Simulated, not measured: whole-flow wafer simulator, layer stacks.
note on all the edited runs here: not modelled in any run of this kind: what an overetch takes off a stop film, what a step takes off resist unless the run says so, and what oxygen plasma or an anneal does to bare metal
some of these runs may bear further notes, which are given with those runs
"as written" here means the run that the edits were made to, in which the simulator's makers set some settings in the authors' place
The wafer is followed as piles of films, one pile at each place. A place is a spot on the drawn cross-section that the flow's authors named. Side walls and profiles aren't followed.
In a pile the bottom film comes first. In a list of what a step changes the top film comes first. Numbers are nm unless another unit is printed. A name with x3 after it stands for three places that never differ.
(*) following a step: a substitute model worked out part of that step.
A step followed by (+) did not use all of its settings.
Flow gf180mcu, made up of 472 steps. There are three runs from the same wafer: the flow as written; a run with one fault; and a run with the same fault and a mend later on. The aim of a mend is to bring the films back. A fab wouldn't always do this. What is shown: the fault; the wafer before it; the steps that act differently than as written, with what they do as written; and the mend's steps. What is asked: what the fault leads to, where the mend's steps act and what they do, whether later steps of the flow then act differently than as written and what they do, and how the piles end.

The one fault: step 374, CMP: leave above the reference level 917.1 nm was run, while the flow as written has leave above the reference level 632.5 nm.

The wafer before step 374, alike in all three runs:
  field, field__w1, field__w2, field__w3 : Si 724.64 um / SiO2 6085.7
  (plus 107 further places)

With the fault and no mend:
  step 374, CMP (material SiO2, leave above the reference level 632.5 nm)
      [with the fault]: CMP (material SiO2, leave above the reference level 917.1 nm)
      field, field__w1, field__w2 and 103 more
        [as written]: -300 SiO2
        [with the fault]: -15.4 SiO2
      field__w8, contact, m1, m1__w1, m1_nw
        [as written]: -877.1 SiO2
        [with the fault]: -592.5 SiO2
  Later steps of the flow acting differently than as written:
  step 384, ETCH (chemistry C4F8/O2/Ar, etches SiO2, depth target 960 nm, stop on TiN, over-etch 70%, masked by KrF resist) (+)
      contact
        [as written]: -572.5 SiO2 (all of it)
        [with the fault]: -857.1 SiO2 (all of it)
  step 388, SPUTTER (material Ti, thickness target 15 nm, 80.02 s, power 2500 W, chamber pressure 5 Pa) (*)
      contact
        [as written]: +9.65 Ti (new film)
        [with the fault]: +8.19 Ti (new film)
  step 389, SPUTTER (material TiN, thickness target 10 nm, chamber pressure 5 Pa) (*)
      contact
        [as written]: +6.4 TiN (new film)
        [with the fault]: +5.42 TiN (new film)
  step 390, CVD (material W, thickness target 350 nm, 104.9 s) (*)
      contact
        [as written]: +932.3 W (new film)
        [with the fault]: +1219.3 W (new film)
  The piles end different from the flow's at field, field__w1, field__w2 and 109 more by more than 2% or 0.5 nm, whichever is larger.
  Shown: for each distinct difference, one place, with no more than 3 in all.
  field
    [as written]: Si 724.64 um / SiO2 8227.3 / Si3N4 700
    [with the fault]: Si 724.64 um / SiO2 8511.9 / Si3N4 700
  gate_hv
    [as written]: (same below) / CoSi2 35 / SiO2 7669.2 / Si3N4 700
    [with the fault]: (same below) / CoSi2 35 / SiO2 7953.8 / Si3N4 700
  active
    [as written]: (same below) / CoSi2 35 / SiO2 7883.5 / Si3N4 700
    [with the fault]: (same below) / CoSi2 35 / SiO2 8168.1 / Si3N4 700

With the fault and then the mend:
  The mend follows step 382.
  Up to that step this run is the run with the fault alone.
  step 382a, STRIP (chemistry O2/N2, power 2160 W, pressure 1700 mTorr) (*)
      field, field__w1, field__w2 and 107 more
        -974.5 KrF resist (all of it), -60 anti-reflective coat (all of it)
      contact
        -60 anti-reflective coat (all of it)
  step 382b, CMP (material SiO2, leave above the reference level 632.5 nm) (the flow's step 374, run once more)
      field, field__w1, field__w2 and 108 more
        -284.6 SiO2
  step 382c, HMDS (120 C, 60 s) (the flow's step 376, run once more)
      alters no film at any place that is followed
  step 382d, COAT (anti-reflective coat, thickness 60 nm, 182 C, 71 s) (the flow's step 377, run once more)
      field, field__w1, field__w2 and 108 more
        +60 anti-reflective coat (new film)
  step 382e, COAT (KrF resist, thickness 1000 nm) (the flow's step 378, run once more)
      field, field__w1, field__w2 and 108 more
        +1000 KrF resist (new film)
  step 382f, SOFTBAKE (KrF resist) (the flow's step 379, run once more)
      alters no film at any place that is followed
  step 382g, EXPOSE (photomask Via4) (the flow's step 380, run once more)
      alters no film at any place that is followed
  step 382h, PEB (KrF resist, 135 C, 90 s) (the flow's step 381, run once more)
      field, field__w1, field__w2 and 108 more
        -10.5 KrF resist
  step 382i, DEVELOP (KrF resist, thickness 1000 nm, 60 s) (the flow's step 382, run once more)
      field, field__w1, field__w2 and 107 more
        -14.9 KrF resist
      contact
        -989.5 KrF resist (all of it)
  None of the later steps of the flow acts differently than as written at any place that is followed.
  The piles end the same as the flow's at every place that both follow.
